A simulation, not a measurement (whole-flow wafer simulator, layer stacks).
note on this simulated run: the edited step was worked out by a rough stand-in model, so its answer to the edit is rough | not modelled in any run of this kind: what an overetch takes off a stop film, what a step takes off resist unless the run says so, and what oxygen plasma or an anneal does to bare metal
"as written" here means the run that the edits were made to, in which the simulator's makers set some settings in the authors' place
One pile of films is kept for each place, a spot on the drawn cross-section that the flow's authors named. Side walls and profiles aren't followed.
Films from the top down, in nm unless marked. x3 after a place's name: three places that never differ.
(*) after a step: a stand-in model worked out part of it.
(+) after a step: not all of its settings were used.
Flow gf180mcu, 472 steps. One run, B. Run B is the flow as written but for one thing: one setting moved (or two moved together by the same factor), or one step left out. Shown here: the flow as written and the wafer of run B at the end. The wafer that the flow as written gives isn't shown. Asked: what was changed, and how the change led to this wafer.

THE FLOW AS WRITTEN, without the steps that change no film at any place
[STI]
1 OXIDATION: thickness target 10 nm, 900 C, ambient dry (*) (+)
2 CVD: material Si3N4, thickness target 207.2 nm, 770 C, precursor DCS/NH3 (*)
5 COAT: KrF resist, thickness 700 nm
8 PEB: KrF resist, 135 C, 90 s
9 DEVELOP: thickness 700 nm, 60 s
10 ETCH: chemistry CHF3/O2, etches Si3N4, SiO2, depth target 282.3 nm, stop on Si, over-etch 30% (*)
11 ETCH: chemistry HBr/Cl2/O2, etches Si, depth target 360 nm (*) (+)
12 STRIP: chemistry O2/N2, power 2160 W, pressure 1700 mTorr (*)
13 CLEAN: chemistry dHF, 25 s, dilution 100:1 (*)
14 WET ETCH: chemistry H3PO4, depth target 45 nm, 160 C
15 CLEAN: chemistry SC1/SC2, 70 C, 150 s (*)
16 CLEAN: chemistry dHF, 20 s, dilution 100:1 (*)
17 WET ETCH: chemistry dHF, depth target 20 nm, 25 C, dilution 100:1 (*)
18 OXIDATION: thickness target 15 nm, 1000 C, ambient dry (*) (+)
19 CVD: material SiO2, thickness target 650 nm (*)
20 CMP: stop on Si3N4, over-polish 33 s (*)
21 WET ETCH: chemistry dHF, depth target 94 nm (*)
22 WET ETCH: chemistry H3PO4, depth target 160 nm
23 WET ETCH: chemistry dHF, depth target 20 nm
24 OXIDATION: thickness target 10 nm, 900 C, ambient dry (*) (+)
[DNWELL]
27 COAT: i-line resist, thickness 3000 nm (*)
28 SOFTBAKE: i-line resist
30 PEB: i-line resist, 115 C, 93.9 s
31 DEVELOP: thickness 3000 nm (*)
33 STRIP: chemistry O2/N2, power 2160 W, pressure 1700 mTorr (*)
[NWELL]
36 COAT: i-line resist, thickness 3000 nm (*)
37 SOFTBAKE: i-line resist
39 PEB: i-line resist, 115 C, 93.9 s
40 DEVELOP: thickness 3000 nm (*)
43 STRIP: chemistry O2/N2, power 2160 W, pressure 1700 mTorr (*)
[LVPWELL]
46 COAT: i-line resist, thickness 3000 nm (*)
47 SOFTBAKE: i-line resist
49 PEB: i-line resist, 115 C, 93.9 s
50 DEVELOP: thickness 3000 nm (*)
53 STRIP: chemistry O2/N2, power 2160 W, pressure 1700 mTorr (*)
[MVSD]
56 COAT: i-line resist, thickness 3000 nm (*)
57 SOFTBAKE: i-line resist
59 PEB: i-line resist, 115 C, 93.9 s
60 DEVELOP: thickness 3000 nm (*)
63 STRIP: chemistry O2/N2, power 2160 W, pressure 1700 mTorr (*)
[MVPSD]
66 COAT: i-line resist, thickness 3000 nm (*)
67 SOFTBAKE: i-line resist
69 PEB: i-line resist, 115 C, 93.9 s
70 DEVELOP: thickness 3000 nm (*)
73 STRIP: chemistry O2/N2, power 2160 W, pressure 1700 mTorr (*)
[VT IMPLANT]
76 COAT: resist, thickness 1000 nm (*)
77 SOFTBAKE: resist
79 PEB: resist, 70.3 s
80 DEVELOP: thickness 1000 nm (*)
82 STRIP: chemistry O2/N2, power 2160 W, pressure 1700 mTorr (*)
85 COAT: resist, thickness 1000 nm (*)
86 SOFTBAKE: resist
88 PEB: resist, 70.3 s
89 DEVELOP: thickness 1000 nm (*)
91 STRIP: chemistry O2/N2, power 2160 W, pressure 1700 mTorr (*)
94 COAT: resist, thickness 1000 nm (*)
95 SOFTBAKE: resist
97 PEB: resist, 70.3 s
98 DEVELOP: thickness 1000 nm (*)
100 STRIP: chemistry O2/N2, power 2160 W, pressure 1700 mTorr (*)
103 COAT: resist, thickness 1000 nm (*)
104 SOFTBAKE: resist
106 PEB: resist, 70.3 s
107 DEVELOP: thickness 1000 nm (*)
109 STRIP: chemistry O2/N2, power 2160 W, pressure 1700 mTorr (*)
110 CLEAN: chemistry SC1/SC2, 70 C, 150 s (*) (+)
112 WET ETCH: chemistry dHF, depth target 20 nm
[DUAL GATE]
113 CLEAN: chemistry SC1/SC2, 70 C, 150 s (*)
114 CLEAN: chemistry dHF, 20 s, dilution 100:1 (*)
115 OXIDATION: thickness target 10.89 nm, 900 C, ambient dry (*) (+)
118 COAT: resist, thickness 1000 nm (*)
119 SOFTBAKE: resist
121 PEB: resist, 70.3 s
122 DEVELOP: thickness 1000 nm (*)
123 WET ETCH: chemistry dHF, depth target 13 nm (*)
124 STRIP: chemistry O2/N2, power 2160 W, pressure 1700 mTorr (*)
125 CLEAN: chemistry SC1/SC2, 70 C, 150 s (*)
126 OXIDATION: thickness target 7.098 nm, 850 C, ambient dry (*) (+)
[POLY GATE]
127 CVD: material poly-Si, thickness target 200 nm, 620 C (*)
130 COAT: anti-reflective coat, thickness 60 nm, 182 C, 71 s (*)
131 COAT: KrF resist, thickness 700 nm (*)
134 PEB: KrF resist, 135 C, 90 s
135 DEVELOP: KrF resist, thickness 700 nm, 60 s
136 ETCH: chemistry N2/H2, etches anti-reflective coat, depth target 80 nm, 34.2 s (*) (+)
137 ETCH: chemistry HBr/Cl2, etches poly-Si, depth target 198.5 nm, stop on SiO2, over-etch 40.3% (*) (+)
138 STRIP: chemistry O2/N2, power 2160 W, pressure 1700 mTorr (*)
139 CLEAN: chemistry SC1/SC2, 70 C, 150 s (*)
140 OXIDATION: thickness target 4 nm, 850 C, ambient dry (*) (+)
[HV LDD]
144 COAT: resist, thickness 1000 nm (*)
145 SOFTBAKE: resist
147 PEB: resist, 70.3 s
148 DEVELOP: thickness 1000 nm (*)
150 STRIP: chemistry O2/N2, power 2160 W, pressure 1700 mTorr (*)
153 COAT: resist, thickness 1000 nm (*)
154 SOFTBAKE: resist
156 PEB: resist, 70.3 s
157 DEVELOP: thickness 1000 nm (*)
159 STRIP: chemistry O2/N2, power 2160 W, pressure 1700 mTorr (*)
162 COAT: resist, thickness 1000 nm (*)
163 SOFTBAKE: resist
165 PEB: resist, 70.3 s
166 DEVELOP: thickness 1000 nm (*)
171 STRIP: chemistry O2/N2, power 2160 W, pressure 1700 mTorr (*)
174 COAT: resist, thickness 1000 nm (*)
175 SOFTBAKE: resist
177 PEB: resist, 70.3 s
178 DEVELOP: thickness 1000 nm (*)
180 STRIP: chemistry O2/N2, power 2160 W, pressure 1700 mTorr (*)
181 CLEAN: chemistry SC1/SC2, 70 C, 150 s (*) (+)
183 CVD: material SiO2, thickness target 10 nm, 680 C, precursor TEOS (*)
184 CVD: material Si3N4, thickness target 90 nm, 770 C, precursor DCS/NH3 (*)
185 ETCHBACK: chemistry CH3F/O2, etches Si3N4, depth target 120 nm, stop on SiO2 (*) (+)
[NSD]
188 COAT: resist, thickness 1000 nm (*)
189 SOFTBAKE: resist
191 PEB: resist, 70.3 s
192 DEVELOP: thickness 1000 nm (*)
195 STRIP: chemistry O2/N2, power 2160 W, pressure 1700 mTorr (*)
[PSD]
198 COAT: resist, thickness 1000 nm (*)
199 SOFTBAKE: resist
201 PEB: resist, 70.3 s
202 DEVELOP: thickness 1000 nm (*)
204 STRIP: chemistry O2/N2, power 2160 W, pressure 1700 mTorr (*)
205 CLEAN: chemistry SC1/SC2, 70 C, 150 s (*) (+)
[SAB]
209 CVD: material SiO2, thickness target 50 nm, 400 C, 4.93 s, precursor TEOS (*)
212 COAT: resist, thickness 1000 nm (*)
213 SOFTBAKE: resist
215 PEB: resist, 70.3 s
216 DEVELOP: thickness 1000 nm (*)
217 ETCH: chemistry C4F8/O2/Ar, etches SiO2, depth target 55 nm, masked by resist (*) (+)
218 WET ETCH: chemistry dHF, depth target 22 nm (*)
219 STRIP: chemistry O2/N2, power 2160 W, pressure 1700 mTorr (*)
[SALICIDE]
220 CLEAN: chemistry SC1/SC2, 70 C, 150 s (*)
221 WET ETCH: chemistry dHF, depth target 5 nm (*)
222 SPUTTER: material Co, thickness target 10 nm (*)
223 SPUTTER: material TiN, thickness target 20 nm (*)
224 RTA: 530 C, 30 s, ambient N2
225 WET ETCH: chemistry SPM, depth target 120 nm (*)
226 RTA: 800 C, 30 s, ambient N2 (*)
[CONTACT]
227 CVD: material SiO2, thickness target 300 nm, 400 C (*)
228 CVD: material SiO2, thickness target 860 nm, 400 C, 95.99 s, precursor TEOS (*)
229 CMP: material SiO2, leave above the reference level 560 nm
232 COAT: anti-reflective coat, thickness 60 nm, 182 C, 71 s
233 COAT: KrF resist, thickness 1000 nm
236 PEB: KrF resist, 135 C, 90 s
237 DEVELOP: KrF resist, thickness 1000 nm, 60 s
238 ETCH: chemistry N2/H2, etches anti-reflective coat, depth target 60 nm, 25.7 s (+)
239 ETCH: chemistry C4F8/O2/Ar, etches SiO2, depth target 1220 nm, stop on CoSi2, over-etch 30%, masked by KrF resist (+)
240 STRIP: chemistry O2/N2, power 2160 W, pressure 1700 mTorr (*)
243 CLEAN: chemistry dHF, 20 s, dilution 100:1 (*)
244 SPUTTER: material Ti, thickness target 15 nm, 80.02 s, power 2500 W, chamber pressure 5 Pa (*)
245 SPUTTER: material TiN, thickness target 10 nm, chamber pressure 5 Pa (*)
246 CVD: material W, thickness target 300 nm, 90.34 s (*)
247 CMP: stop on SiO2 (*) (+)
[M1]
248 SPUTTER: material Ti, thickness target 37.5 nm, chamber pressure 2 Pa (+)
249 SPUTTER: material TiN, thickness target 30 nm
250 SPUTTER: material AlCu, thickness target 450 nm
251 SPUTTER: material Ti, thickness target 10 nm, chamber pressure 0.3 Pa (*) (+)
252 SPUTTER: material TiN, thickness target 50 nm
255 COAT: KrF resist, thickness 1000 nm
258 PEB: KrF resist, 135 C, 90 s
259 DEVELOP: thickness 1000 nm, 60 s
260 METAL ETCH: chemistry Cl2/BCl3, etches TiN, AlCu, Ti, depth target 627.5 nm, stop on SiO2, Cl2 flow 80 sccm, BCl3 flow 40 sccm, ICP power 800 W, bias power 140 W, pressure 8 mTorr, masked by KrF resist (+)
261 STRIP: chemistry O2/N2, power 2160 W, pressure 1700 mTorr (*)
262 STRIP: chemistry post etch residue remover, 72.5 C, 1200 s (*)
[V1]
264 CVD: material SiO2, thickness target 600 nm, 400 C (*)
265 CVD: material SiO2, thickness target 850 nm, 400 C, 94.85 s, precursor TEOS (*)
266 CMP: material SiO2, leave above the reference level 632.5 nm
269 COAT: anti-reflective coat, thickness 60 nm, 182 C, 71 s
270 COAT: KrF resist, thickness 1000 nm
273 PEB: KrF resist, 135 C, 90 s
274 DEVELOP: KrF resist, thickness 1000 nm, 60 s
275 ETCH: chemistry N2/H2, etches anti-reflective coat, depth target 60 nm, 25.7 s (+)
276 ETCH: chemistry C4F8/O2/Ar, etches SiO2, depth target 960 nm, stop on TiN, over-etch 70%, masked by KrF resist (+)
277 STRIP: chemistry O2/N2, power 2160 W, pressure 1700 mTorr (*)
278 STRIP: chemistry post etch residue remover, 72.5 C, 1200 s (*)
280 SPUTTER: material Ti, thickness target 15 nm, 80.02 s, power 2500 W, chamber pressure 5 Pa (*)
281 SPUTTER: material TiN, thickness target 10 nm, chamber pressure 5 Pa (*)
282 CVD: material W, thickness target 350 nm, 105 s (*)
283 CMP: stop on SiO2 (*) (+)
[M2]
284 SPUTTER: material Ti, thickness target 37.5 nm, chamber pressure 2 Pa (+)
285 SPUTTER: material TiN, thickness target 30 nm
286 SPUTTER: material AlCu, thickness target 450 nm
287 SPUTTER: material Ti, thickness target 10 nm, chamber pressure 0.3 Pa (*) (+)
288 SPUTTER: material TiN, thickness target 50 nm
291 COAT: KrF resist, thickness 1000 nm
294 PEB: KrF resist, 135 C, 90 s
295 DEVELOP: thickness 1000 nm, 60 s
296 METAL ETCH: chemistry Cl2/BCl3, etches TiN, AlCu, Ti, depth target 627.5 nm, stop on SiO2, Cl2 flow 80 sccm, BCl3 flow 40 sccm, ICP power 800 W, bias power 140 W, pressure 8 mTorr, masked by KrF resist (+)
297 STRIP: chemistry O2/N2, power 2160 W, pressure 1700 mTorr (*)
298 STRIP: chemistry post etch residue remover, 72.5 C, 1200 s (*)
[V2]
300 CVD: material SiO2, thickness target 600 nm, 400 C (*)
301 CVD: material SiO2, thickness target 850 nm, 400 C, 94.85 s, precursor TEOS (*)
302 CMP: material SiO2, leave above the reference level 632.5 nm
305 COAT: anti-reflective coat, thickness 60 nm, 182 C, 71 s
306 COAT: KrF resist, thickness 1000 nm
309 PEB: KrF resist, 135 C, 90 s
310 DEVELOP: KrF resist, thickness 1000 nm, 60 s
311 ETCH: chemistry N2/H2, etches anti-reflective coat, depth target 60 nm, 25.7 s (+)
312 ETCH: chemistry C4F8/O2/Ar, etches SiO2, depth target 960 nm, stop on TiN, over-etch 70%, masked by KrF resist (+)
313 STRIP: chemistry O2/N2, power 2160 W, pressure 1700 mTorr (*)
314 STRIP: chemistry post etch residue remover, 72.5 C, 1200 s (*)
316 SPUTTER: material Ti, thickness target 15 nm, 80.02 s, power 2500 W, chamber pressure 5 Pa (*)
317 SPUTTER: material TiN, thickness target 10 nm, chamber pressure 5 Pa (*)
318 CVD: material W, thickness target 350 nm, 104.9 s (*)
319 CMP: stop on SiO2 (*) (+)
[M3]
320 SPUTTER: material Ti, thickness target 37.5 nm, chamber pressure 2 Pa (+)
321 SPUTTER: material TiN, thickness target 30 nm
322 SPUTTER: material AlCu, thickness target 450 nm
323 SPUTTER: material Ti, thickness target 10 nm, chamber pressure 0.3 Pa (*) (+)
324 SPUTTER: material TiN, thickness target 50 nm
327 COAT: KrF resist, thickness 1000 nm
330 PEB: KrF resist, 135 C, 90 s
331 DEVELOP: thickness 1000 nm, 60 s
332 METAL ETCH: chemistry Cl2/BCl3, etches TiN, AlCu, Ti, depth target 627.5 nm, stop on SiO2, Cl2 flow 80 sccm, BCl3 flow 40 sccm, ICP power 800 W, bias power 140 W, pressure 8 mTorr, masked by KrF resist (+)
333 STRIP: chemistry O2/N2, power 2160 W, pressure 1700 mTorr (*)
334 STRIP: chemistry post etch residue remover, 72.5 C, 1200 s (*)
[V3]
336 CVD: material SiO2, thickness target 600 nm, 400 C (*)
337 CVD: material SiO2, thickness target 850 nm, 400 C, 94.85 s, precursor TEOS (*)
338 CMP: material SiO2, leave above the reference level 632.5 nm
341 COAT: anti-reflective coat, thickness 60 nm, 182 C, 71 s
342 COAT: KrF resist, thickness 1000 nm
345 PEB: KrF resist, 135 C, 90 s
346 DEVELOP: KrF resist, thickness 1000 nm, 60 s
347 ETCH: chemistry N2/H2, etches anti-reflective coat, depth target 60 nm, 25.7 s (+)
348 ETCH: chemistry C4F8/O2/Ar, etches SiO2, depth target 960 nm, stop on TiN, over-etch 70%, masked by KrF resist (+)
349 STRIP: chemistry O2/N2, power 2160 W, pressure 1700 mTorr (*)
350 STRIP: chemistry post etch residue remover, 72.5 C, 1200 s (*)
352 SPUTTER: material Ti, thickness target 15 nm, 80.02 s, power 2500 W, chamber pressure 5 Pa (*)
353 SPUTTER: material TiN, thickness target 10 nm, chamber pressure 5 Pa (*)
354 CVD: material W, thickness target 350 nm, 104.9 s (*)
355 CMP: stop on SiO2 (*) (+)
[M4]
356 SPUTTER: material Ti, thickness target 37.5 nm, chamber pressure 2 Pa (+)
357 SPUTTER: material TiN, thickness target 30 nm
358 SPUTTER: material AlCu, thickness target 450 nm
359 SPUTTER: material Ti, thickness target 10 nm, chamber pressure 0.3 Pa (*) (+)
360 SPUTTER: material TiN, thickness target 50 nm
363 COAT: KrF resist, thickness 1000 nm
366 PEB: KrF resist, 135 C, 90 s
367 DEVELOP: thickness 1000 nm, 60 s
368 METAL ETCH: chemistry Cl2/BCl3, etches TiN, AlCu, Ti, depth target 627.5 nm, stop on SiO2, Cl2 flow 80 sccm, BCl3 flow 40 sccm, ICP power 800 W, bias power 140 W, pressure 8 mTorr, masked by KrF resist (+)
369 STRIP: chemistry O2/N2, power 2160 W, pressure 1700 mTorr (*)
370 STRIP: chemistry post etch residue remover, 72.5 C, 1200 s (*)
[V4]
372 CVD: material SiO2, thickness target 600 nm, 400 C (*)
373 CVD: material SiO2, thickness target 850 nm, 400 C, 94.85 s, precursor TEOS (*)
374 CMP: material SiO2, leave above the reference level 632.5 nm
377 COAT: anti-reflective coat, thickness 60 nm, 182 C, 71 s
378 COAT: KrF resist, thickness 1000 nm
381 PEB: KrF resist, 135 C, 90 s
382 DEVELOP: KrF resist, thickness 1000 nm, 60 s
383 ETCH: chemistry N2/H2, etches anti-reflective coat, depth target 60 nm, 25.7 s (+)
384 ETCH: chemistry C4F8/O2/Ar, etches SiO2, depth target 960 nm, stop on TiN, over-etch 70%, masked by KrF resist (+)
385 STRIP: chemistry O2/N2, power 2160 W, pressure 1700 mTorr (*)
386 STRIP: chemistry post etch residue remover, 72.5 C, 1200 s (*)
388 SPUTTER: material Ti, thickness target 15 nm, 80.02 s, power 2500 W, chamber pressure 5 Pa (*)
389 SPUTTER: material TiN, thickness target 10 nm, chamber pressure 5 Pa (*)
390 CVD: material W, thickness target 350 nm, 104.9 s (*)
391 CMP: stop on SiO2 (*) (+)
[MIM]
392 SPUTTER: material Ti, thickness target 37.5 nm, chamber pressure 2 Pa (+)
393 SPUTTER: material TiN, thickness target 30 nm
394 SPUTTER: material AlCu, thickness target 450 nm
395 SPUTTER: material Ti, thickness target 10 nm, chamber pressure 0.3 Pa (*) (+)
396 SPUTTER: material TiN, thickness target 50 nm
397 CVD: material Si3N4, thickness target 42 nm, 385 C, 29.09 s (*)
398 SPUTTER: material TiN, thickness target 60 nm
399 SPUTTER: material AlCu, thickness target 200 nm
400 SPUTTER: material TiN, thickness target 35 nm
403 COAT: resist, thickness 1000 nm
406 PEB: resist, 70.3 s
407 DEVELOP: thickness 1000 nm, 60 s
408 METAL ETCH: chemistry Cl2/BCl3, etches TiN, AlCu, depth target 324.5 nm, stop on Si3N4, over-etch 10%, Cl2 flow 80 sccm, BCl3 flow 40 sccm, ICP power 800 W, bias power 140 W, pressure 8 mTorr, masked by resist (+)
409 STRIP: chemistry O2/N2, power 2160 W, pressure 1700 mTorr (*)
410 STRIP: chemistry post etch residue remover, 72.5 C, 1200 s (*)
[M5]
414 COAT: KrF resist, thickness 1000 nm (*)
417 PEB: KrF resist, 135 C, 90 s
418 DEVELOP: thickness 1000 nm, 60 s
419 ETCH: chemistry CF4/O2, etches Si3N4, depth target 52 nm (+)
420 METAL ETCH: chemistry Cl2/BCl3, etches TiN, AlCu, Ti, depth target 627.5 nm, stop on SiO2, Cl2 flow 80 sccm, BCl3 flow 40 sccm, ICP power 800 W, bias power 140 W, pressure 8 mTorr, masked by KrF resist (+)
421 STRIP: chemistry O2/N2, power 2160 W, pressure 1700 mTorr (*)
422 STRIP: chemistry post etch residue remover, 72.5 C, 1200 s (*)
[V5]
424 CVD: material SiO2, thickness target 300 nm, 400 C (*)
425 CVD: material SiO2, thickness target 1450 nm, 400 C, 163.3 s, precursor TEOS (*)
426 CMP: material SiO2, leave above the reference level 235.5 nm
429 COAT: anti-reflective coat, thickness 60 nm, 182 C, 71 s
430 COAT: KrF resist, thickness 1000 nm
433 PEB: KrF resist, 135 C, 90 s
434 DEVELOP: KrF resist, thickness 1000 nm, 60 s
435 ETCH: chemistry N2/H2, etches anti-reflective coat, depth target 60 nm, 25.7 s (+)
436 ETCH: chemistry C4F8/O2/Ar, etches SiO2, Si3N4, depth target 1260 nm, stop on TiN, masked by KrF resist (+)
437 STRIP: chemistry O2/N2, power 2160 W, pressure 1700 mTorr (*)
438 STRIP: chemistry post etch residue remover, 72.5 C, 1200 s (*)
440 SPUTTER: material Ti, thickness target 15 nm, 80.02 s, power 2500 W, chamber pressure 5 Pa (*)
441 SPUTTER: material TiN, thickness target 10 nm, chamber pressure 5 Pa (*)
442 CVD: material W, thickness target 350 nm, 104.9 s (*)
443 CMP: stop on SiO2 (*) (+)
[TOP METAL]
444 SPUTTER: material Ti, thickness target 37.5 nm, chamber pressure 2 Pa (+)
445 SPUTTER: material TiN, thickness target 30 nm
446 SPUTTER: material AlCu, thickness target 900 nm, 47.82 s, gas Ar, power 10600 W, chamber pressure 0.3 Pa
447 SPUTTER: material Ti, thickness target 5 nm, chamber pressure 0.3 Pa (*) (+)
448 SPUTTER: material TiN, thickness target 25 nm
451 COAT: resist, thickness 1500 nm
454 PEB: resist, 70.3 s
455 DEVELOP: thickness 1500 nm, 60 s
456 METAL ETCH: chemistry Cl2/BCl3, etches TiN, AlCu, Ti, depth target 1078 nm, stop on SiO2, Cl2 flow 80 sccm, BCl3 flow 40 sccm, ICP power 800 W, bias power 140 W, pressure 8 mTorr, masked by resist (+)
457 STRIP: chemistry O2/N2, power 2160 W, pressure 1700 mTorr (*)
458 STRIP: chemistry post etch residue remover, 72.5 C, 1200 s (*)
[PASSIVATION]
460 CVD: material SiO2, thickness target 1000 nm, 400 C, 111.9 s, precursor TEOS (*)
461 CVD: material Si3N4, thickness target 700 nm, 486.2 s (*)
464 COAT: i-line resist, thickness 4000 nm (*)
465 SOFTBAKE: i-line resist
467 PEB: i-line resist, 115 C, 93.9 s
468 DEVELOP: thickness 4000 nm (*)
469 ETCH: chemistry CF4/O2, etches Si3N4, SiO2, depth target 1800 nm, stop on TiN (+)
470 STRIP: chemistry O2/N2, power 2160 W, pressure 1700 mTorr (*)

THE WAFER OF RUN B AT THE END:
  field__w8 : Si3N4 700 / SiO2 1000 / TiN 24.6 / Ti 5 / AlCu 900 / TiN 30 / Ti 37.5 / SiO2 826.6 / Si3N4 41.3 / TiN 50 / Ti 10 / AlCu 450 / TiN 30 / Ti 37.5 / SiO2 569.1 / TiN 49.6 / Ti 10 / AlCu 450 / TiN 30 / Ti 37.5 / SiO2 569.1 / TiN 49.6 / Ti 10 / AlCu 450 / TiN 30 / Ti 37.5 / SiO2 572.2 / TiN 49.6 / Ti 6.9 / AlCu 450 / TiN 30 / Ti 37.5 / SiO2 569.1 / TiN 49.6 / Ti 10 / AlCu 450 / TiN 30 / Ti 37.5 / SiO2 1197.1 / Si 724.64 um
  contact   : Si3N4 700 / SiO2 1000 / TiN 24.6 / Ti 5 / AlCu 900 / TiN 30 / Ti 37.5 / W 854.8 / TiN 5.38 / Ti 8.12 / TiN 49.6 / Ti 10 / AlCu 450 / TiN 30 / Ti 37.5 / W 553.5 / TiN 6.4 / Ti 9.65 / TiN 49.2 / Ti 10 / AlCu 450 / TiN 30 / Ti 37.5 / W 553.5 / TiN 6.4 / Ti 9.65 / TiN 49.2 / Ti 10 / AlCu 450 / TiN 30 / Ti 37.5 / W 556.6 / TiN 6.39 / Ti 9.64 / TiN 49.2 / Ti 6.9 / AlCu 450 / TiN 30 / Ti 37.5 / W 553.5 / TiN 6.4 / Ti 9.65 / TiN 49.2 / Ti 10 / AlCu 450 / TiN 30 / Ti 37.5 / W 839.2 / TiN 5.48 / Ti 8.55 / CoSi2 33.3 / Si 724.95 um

The cause: step 287, SPUTTER: thickness target 6.9 nm was run, where the flow has thickness target 10 nm.
It can be read off the wafer: field__w8 has Ti 6.9, and step 287 as written asks for 10 nm.

How the change led to this, step by step:
  287 SPUTTER: material Ti, thickness target 10 nm, chamber pressure 0.3 Pa (*) (+)
      field, field__w1, field__w2 and 108 more: Ti +6.9 (new film) (as written it would be: Ti +10 (new film))
  296 METAL ETCH: chemistry Cl2/BCl3, etches TiN, AlCu, Ti, depth target 627.5 nm, stop on SiO2, Cl2 flow 80 sccm, BCl3 flow 40 sccm, ICP power 800 W, bias power 140 W, pressure 8 mTorr, masked by KrF resist (+)
      field, field__w1, field__w2 and 103 more: TiN -50 (all of it), Ti -6.9 (all of it), AlCu -450 (all of it), TiN -30 (all of it), Ti -37.5 (all of it) (as written it would be: TiN -50 (all of it), Ti -10 (all of it), AlCu -450 (all of it), TiN -30 (all of it), Ti -37.5 (all of it))
